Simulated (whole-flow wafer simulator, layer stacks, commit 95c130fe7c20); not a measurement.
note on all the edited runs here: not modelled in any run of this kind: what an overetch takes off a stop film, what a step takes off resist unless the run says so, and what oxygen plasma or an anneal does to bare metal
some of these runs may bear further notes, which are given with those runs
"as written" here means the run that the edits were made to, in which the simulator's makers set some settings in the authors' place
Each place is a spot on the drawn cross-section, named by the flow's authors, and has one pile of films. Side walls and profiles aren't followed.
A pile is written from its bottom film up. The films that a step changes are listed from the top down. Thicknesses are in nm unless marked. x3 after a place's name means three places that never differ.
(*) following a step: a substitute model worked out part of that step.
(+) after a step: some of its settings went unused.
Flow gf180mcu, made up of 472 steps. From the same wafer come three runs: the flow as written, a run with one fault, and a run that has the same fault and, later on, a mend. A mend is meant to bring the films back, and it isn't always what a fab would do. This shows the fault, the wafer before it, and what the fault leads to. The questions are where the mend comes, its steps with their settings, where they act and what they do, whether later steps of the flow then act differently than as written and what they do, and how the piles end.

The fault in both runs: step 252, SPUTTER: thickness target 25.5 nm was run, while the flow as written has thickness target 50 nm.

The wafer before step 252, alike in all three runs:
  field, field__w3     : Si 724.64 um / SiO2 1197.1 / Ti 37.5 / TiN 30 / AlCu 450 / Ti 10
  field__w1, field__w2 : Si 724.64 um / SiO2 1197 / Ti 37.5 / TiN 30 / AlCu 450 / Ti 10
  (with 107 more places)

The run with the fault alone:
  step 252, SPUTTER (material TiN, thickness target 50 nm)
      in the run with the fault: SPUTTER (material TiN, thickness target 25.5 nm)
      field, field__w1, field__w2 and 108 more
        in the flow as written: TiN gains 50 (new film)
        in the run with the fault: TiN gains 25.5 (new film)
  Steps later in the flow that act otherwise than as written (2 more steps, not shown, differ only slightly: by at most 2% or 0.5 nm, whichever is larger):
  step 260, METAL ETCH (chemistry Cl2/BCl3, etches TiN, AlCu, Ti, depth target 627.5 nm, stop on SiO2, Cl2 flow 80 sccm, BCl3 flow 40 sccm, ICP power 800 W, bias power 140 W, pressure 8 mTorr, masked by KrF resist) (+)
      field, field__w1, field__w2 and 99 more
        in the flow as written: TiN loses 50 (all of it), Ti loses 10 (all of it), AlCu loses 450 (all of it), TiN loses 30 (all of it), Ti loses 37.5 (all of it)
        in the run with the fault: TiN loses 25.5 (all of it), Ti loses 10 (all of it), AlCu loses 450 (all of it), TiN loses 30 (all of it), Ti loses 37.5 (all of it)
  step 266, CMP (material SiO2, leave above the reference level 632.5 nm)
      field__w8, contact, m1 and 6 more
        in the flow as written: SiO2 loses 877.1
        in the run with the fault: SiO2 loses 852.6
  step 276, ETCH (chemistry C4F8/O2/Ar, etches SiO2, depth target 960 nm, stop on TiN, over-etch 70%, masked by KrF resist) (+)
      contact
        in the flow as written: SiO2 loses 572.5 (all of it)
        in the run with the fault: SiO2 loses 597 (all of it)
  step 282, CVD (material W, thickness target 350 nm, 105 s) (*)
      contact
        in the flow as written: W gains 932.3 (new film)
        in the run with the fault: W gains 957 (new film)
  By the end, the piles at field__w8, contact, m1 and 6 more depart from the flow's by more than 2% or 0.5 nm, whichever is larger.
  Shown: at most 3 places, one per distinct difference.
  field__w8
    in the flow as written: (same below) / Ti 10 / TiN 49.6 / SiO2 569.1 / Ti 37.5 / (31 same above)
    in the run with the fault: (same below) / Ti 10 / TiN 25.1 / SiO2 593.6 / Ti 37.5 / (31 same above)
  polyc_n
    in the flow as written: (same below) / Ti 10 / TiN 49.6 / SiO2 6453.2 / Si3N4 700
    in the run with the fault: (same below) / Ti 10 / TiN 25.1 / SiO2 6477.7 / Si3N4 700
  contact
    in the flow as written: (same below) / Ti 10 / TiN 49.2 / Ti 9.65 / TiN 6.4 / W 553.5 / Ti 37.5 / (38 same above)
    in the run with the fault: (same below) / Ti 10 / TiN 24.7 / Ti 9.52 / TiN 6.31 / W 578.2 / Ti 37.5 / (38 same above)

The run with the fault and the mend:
  After step 259 comes the mend.
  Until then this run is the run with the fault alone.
  step 259a, STRIP (chemistry O2/N2, power 2160 W, pressure 1700 mTorr) (*)
      field__w8, contact, m1 and 6 more
        KrF resist loses 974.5 (all of it)
  step 259b, SPUTTER (material TiN, thickness target 24.5 nm) (the flow's step 252 again, with other settings)
      field, field__w1, field__w2 and 108 more
        TiN gains 24.5
  step 259c, HMDS (120 C, 60 s) (the flow's step 254 again)
      does not change any film at any place that is followed
  step 259d, COAT (KrF resist, thickness 1000 nm) (the flow's step 255 again)
      field, field__w1, field__w2 and 108 more
        KrF resist gains 1000 (new film)
  step 259e, SOFTBAKE (KrF resist) (the flow's step 256 again)
      does not change any film at any place that is followed
  step 259f, EXPOSE (photomask Metal1) (the flow's step 257 again)
      does not change any film at any place that is followed
  step 259g, PEB (KrF resist, 135 C, 90 s) (the flow's step 258 again)
      field, field__w1, field__w2 and 108 more
        KrF resist loses 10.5
  step 259h, DEVELOP (thickness 1000 nm, 60 s) (the flow's step 259 again)
      field, field__w1, field__w2 and 99 more
        KrF resist loses 989.5 (all of it)
      field__w8, contact, m1 and 6 more
        KrF resist loses 14.9
  None of the later steps of the flow acts differently than as written at any place that is followed.
  At every place that both follow, the piles at the end match the flow's.
